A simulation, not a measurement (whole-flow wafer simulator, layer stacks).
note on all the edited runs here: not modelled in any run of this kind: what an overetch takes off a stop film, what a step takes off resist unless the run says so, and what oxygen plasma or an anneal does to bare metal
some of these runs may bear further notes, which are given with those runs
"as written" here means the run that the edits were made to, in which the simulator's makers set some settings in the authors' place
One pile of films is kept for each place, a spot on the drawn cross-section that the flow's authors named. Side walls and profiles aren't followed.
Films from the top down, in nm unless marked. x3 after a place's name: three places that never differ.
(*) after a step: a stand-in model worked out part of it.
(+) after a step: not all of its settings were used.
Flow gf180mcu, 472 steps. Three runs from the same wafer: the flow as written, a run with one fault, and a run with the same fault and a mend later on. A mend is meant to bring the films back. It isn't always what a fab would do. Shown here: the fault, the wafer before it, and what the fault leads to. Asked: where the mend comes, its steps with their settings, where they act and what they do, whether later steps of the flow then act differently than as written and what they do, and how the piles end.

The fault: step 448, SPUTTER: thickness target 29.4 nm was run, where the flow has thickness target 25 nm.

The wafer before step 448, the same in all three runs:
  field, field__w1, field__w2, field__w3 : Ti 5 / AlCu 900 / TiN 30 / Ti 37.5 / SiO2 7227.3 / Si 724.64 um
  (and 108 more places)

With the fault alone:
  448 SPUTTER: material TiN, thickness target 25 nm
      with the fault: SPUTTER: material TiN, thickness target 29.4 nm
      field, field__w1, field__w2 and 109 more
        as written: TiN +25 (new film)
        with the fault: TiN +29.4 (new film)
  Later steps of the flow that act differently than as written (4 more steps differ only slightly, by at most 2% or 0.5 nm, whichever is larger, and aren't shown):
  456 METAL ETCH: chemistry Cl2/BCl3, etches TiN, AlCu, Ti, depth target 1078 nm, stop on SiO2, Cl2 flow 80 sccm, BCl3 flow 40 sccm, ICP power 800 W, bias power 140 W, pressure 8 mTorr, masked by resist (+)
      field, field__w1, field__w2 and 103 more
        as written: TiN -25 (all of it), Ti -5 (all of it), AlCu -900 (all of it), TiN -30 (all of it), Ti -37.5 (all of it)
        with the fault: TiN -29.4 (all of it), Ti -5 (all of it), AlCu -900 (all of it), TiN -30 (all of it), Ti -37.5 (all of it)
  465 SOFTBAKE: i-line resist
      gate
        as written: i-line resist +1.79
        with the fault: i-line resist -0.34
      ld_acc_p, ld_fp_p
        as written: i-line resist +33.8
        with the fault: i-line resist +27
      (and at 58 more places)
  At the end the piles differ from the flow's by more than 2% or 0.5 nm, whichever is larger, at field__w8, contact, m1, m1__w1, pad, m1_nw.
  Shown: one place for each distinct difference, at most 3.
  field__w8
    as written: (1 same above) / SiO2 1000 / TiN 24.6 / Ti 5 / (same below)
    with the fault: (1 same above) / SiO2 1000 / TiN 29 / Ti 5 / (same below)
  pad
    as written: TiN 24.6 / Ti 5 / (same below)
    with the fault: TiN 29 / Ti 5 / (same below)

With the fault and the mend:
  The mend comes after step 455.
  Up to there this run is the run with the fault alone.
  455a STRIP: chemistry O2/N2, power 2160 W, pressure 1700 mTorr (*)
      field__w8, contact, m1, m1__w1, pad, m1_nw
        resist -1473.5 (all of it)
  455b METAL ETCH: chemistry Cl2/BCl3, etches TiN, AlCu, Ti, depth target 4.4 nm, Cl2 flow 80 sccm, BCl3 flow 40 sccm, ICP power 800 W, bias power 140 W, pressure 8 mTorr (the flow's step 260 once more, with other settings)
      field, field__w1, field__w2 and 109 more
        TiN -4.4
  455c HMDS: 120 C, 60 s (the flow's step 450 once more)
      changes no film at any place that is followed
  455d COAT: resist, thickness 1500 nm (the flow's step 451 once more)
      field, field__w1, field__w2 and 109 more
        resist +1500 (new film)
  455e SOFTBAKE: resist (the flow's step 452 once more)
      changes no film at any place that is followed
  455f EXPOSE: photomask MetalTop (the flow's step 453 once more)
      changes no film at any place that is followed
  455g PEB: resist, 70.3 s (the flow's step 454 once more)
      field, field__w1, field__w2 and 109 more
        resist -26.5
  455h DEVELOP: thickness 1500 nm, 60 s (the flow's step 455 once more)
      field, field__w1, field__w2 and 103 more
        resist -1473.5 (all of it)
  No later step of the flow acts differently than as written at any place that is followed.
  At the end the piles are the same as the flow's at every place that both follow.
